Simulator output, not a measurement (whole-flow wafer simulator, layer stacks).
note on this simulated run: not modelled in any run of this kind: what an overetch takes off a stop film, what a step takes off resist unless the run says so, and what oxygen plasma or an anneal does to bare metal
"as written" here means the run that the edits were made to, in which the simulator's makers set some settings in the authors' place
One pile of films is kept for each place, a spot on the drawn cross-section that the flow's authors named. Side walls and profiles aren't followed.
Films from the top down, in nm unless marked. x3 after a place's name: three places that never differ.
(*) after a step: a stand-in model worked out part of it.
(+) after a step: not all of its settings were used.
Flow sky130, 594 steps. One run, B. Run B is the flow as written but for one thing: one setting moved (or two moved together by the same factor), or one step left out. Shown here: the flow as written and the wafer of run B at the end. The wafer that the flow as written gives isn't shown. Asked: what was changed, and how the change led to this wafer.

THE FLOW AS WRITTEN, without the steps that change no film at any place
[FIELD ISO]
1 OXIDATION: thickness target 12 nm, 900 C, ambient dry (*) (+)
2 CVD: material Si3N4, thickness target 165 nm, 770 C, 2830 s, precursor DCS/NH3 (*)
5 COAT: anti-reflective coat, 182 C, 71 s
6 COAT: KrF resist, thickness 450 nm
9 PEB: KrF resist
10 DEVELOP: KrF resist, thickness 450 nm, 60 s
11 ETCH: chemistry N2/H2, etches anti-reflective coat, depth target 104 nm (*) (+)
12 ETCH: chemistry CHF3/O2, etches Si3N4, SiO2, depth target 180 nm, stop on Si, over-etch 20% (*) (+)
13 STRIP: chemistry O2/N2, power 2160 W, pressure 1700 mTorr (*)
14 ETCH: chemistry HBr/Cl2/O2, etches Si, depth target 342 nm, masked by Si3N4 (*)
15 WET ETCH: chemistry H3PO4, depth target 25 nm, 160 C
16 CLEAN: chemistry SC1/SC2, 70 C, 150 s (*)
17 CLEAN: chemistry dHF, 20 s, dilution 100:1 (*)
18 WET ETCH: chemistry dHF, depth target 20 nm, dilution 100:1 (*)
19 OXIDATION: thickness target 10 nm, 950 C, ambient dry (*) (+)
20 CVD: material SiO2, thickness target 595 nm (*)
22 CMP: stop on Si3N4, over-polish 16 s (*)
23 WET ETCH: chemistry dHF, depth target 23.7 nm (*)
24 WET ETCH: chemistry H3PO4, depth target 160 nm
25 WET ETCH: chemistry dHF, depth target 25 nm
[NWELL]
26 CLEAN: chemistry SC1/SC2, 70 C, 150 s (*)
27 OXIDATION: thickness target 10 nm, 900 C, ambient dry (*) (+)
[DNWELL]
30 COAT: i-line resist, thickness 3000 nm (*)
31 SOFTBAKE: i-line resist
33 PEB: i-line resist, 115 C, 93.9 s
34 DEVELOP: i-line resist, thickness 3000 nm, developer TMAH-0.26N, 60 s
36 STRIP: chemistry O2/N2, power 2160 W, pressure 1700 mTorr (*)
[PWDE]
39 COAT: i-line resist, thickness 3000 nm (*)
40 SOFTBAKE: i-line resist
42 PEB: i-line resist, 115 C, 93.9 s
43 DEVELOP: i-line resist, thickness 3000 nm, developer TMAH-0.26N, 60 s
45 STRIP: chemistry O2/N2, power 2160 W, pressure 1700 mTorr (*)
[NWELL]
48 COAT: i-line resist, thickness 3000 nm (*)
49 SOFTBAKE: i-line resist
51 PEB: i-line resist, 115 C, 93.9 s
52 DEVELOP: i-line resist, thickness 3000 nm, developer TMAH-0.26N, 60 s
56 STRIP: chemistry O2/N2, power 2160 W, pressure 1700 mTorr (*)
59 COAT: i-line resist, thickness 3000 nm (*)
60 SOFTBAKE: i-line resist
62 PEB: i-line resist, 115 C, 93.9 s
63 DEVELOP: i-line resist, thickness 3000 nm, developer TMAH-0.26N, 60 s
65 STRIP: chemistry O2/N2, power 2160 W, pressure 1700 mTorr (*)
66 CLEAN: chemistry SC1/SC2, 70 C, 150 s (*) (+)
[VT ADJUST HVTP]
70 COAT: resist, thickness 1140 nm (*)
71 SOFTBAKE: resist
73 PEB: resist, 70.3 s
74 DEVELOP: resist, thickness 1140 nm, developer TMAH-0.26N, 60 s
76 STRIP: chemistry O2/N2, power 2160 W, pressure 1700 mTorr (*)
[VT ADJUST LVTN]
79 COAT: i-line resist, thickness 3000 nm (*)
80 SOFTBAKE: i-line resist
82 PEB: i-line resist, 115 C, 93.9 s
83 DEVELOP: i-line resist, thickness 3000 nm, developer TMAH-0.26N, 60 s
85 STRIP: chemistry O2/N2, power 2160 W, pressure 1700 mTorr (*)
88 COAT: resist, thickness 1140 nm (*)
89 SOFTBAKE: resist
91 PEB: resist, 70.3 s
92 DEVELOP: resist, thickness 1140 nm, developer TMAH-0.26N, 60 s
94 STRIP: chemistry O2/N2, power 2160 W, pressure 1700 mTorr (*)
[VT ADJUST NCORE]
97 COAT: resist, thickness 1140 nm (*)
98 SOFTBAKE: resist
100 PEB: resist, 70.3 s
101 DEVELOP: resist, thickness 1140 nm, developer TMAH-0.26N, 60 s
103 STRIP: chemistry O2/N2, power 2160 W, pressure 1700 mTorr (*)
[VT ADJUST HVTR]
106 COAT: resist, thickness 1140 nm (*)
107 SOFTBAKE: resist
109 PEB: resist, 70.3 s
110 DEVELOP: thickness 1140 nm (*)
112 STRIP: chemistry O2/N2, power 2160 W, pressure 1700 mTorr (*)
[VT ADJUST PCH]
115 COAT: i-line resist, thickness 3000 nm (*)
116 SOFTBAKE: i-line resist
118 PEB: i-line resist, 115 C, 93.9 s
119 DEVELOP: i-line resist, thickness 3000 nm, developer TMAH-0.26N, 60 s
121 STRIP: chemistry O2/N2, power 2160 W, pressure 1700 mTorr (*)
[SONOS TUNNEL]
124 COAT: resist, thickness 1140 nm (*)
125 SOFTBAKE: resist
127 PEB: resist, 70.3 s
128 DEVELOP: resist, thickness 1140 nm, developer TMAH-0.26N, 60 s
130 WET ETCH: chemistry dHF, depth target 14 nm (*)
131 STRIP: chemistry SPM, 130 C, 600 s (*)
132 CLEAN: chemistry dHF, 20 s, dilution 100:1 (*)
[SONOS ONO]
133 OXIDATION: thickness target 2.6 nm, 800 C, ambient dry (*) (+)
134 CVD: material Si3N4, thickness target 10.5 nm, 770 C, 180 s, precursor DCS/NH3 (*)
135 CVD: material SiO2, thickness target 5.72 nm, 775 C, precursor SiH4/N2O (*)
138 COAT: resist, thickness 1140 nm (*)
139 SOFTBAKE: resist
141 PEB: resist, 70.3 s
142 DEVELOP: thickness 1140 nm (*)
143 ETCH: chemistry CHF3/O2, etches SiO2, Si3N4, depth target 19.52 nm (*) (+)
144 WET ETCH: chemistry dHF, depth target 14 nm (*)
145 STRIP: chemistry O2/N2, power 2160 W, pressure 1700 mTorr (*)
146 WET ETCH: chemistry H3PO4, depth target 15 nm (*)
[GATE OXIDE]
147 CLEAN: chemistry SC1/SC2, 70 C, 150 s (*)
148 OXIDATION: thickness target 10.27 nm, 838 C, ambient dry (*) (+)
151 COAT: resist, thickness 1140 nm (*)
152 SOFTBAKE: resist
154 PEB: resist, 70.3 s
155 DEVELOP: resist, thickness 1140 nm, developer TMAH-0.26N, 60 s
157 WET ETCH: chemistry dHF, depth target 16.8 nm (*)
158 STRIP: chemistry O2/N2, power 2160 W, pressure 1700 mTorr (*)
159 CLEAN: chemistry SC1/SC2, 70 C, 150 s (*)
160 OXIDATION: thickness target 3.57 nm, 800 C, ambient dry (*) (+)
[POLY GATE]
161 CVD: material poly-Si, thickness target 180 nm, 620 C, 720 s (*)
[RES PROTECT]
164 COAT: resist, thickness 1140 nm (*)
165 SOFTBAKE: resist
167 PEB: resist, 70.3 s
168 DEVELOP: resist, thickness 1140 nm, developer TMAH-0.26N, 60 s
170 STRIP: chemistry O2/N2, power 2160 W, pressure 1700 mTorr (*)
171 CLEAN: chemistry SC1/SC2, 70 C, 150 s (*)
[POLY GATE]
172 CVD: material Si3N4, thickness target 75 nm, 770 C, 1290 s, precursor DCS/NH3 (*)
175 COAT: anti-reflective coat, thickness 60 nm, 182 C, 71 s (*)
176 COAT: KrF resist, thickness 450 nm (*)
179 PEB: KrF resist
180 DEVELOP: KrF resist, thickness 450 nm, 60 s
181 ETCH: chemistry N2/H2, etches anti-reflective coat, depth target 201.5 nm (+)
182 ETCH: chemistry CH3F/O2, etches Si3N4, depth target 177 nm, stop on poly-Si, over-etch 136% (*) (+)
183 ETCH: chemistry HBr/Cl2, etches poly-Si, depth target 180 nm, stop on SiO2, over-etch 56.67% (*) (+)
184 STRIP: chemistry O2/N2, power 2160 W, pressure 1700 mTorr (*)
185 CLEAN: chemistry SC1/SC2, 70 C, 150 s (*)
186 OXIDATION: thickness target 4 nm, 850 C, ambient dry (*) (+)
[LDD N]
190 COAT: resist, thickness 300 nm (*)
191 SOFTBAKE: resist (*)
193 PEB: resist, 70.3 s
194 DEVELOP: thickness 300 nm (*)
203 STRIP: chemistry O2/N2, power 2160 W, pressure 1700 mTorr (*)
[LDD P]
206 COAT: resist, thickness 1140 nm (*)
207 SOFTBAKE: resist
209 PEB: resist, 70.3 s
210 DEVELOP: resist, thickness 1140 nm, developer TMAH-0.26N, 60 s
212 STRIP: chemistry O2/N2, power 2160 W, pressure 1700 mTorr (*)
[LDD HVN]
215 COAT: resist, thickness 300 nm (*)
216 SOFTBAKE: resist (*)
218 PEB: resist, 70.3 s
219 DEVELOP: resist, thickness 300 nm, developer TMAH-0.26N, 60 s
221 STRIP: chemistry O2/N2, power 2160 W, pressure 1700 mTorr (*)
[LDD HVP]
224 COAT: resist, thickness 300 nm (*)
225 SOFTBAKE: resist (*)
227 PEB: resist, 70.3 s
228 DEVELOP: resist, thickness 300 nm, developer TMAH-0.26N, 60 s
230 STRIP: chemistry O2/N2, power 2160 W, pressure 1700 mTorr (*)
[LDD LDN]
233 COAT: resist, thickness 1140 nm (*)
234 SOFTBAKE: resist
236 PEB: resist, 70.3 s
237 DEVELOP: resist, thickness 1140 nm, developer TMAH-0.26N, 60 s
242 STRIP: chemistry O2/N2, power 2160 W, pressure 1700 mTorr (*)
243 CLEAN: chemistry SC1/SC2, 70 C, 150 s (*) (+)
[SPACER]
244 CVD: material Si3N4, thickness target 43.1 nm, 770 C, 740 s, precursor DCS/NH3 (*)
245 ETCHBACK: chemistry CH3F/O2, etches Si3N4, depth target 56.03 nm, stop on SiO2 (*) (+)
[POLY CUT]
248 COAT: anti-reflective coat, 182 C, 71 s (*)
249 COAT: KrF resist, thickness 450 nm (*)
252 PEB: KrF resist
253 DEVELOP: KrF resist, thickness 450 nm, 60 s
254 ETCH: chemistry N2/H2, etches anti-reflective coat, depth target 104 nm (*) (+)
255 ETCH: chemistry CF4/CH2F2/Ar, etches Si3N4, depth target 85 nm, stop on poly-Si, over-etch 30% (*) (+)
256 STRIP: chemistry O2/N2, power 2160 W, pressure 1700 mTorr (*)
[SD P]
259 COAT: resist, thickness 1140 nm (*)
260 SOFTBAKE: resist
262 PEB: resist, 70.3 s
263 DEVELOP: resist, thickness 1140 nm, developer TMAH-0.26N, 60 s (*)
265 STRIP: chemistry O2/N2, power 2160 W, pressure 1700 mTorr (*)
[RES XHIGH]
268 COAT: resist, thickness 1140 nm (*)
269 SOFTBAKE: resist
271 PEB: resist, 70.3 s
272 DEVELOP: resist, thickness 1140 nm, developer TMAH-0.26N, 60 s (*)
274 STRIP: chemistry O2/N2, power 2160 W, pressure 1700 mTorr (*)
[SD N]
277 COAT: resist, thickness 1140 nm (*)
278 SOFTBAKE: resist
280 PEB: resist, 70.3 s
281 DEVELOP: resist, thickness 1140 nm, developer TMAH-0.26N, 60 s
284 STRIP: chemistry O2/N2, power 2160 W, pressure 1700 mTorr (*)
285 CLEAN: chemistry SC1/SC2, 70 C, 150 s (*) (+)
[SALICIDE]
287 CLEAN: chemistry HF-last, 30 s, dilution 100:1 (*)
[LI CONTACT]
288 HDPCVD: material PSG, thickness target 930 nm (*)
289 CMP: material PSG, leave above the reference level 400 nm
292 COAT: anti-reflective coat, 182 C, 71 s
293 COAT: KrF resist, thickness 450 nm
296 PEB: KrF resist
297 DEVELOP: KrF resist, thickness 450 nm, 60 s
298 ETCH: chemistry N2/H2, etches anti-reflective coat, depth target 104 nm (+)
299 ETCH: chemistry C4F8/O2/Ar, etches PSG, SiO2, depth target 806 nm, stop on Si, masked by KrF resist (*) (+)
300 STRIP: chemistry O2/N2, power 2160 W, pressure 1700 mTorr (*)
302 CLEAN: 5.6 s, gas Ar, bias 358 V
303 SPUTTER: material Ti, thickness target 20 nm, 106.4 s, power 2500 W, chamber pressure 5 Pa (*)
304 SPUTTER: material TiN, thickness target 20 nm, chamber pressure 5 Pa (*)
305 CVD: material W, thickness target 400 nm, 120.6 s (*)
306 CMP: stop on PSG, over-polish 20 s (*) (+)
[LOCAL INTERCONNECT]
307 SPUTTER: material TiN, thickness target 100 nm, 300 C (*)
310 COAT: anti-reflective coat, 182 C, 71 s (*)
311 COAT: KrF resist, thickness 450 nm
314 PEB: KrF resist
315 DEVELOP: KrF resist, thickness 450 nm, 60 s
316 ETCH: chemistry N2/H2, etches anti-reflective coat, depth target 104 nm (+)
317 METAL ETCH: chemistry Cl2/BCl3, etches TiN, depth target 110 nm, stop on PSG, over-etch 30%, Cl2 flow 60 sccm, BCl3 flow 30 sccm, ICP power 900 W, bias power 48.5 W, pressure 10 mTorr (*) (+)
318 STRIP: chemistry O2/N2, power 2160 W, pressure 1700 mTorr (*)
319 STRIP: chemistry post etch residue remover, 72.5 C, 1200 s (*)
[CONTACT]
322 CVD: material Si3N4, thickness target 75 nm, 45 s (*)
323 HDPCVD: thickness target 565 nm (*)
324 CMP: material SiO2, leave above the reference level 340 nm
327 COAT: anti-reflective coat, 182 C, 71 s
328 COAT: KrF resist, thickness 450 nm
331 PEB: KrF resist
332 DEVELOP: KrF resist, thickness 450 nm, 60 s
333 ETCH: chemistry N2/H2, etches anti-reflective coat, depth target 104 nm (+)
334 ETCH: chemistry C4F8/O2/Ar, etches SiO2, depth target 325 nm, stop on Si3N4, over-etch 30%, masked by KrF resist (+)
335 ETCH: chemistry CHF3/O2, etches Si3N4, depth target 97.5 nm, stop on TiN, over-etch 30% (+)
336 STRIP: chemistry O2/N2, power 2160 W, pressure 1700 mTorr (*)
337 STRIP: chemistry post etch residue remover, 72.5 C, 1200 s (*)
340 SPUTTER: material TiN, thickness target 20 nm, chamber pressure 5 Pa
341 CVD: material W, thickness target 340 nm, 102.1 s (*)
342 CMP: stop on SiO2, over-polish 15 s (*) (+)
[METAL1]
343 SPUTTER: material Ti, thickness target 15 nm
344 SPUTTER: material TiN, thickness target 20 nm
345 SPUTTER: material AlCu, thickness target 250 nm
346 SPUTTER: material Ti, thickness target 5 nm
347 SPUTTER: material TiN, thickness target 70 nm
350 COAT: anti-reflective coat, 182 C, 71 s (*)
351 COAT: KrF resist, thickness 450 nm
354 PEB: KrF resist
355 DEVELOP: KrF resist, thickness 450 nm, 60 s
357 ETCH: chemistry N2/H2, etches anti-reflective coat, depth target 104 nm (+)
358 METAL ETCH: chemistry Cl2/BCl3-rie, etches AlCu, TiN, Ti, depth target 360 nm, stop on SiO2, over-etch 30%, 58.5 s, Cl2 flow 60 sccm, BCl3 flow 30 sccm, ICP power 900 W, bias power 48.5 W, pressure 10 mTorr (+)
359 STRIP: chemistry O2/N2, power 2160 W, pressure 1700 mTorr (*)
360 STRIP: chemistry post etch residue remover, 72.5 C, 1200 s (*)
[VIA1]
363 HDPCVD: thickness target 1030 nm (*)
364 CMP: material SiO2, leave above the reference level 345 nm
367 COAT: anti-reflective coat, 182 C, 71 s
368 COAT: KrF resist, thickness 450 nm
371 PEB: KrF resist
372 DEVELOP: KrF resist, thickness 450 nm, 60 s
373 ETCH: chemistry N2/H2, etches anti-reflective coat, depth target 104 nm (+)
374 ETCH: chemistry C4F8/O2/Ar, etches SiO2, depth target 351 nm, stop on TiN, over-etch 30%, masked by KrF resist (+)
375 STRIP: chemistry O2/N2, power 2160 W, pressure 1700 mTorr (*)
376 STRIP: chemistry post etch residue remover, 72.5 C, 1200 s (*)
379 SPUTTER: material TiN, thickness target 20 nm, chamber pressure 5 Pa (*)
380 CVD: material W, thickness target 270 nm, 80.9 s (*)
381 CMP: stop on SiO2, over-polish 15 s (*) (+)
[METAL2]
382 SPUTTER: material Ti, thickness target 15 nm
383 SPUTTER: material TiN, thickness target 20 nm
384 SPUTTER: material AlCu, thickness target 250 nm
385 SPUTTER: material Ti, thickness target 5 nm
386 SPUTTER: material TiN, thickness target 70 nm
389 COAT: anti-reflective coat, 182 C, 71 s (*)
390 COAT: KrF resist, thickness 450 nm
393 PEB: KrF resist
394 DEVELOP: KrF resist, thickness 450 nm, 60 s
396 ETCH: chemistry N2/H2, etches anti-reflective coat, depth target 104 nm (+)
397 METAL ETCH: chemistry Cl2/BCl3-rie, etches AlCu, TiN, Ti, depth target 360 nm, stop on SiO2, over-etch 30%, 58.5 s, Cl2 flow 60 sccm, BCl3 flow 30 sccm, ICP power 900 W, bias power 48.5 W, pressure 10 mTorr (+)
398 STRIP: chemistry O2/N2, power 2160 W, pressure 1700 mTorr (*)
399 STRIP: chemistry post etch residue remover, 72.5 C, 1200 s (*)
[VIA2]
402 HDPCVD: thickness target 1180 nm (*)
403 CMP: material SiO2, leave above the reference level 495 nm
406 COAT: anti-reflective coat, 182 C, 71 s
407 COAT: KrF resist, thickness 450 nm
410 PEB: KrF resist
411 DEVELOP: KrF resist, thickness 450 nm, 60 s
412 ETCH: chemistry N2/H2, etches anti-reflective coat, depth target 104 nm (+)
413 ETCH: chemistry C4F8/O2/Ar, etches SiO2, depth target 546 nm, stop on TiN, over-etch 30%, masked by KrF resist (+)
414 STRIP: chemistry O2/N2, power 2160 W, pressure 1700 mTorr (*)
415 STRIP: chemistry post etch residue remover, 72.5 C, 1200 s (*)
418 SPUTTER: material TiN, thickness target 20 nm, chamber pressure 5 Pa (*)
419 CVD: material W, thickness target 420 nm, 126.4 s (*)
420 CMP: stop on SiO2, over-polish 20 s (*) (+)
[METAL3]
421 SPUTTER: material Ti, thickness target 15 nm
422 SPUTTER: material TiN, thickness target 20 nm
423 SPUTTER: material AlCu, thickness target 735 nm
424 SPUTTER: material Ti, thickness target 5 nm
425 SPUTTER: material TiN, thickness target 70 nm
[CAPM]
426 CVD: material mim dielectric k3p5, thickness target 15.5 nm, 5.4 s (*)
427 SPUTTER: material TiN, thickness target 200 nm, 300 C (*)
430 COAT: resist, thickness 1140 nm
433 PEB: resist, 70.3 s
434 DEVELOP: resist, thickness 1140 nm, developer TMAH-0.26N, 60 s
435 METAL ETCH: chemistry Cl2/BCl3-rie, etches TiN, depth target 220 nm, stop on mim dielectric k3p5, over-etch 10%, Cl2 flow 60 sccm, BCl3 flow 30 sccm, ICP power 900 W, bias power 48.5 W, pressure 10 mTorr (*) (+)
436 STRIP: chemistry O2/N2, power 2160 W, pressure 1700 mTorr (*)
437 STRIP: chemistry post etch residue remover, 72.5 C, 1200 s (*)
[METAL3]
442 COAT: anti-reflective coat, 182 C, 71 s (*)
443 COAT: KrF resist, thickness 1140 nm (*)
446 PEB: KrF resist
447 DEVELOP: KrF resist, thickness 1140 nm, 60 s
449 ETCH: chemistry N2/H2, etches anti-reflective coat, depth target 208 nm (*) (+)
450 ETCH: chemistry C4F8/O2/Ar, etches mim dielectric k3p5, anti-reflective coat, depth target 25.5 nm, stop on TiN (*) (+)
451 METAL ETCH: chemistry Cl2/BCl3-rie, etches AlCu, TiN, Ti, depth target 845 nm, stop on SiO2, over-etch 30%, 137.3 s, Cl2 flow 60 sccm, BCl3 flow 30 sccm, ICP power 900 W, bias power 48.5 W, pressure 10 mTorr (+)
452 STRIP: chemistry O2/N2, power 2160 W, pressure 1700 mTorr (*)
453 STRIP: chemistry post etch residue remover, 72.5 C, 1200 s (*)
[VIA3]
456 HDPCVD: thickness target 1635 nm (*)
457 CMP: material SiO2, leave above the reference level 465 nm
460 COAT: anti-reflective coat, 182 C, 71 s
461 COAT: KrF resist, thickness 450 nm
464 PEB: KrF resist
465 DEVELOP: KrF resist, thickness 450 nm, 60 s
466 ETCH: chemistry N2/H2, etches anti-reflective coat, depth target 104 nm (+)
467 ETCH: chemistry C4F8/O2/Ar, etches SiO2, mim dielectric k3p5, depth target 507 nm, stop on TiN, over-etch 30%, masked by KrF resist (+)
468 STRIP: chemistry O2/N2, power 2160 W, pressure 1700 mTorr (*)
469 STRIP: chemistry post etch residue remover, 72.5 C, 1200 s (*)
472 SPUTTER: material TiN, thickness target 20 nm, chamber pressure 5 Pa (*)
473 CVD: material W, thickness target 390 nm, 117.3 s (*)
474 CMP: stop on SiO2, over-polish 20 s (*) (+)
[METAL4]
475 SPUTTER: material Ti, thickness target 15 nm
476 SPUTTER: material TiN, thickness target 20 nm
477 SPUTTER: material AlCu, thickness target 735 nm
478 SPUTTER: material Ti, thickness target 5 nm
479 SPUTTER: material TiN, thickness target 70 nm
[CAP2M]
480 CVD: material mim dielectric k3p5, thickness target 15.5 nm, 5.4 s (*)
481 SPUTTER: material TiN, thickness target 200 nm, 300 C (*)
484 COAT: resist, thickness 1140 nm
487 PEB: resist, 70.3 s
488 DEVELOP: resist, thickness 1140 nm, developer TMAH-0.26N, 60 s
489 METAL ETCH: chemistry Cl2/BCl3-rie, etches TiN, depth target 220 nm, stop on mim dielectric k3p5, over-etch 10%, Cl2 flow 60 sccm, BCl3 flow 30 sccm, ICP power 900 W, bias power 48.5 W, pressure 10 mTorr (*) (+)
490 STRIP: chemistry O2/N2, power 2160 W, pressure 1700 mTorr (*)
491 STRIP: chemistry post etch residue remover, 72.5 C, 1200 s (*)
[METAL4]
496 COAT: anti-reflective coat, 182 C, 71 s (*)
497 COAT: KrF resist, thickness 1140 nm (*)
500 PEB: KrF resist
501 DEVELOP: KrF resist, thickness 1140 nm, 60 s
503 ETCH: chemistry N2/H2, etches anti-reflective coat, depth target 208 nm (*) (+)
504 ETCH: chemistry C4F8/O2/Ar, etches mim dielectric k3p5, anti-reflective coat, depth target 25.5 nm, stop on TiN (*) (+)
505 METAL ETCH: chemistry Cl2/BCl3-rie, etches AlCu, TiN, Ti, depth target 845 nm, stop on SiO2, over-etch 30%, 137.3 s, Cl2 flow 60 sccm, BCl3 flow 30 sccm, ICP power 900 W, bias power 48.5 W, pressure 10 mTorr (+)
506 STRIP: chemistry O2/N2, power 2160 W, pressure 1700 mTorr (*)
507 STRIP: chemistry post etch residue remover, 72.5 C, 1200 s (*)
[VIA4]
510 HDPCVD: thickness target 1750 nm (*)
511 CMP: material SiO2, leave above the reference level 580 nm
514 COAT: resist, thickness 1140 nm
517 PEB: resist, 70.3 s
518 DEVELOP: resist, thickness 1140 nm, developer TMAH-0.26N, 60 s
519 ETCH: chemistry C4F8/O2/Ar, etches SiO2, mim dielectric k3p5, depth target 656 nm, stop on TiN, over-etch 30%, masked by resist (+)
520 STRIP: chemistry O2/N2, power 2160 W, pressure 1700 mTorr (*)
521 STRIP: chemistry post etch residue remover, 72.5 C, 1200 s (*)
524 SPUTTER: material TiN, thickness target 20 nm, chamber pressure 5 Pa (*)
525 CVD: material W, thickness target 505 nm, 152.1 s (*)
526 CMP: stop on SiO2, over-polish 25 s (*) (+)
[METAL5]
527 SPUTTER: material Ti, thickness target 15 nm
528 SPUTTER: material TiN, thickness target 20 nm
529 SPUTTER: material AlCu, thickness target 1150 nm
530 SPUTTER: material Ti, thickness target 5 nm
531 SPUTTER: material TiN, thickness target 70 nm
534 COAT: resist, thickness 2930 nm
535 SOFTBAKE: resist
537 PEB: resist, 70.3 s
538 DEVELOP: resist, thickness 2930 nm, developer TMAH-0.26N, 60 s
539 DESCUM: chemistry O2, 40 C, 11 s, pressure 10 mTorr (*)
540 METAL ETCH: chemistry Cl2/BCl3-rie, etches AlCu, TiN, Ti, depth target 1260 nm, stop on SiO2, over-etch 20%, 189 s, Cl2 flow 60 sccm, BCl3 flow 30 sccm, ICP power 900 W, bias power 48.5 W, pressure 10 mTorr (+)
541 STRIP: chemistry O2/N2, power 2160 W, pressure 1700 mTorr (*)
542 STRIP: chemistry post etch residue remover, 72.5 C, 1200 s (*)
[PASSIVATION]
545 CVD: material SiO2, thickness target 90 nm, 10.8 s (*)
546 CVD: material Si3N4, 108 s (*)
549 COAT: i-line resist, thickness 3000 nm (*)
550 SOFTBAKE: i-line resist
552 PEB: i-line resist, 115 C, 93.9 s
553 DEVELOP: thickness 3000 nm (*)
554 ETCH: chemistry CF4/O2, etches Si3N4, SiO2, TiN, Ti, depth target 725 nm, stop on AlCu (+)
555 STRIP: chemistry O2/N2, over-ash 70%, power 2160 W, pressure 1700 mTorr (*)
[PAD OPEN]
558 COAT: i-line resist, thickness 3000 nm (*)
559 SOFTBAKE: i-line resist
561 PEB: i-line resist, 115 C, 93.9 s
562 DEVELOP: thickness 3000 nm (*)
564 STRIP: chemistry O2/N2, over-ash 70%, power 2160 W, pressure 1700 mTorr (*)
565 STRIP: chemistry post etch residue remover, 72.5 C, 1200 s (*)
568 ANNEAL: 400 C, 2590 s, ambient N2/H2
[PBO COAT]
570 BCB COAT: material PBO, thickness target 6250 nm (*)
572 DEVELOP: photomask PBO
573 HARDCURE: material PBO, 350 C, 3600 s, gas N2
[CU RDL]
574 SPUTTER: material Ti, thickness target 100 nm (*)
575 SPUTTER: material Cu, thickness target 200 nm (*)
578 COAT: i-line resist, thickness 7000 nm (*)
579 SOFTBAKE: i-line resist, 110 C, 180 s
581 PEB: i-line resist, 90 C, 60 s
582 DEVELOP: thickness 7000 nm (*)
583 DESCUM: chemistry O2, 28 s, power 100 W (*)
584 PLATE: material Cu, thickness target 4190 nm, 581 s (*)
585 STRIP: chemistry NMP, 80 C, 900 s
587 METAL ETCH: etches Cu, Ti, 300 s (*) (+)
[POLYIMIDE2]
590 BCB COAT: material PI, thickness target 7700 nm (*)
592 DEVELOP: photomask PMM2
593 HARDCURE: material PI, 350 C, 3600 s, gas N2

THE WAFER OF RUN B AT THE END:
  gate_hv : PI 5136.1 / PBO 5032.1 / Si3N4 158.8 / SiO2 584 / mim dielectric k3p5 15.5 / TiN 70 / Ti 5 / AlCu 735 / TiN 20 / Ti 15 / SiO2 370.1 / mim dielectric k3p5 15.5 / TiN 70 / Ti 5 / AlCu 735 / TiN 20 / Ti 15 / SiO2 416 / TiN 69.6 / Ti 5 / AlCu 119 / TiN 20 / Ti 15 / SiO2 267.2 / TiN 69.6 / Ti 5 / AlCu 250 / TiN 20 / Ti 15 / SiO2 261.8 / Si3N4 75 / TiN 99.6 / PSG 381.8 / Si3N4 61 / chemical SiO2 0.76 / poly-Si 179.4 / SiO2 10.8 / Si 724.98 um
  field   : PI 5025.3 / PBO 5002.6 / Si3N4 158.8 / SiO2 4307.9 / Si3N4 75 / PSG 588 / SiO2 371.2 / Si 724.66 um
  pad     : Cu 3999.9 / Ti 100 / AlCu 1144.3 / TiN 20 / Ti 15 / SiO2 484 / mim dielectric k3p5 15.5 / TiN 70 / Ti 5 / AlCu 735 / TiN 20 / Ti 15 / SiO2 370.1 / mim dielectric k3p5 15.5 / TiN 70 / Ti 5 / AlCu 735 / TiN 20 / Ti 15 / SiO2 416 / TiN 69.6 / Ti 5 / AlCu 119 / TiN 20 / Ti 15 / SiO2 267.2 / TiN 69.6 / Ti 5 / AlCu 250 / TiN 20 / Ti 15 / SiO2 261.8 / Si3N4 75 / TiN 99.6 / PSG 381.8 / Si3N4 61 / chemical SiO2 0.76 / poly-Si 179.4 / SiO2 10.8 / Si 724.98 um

The cause: step 384, SPUTTER: thickness target 119 nm was run, where the flow has thickness target 250 nm.
It can be read off the wafer: gate_hv has AlCu 119, and step 384 as written asks for 250 nm.

How the change led to this, step by step:
  384 SPUTTER: material AlCu, thickness target 250 nm
      field, active, n_well and 188 more: AlCu +119 (new film) (as written it would be: AlCu +250 (new film))
  397 METAL ETCH: chemistry Cl2/BCl3-rie, etches AlCu, TiN, Ti, depth target 360 nm, stop on SiO2, over-etch 30%, 58.5 s, Cl2 flow 60 sccm, BCl3 flow 30 sccm, ICP power 900 W, bias power 48.5 W, pressure 10 mTorr (+)
      field, active, gate and 82 more: TiN -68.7 (all of it), Ti -5 (all of it), AlCu -119 (all of it), TiN -20 (all of it), Ti -15 (all of it), SiO2 -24 (as written it would be: TiN -68.7 (all of it), Ti -5 (all of it), AlCu -250 (all of it), TiN -20 (all of it), Ti -15 (all of it), SiO2 -10.9)
  403 CMP: material SiO2, leave above the reference level 495 nm
      field, active, gate and 82 more: SiO2 -507 (as written it would be: SiO2 -389.1)
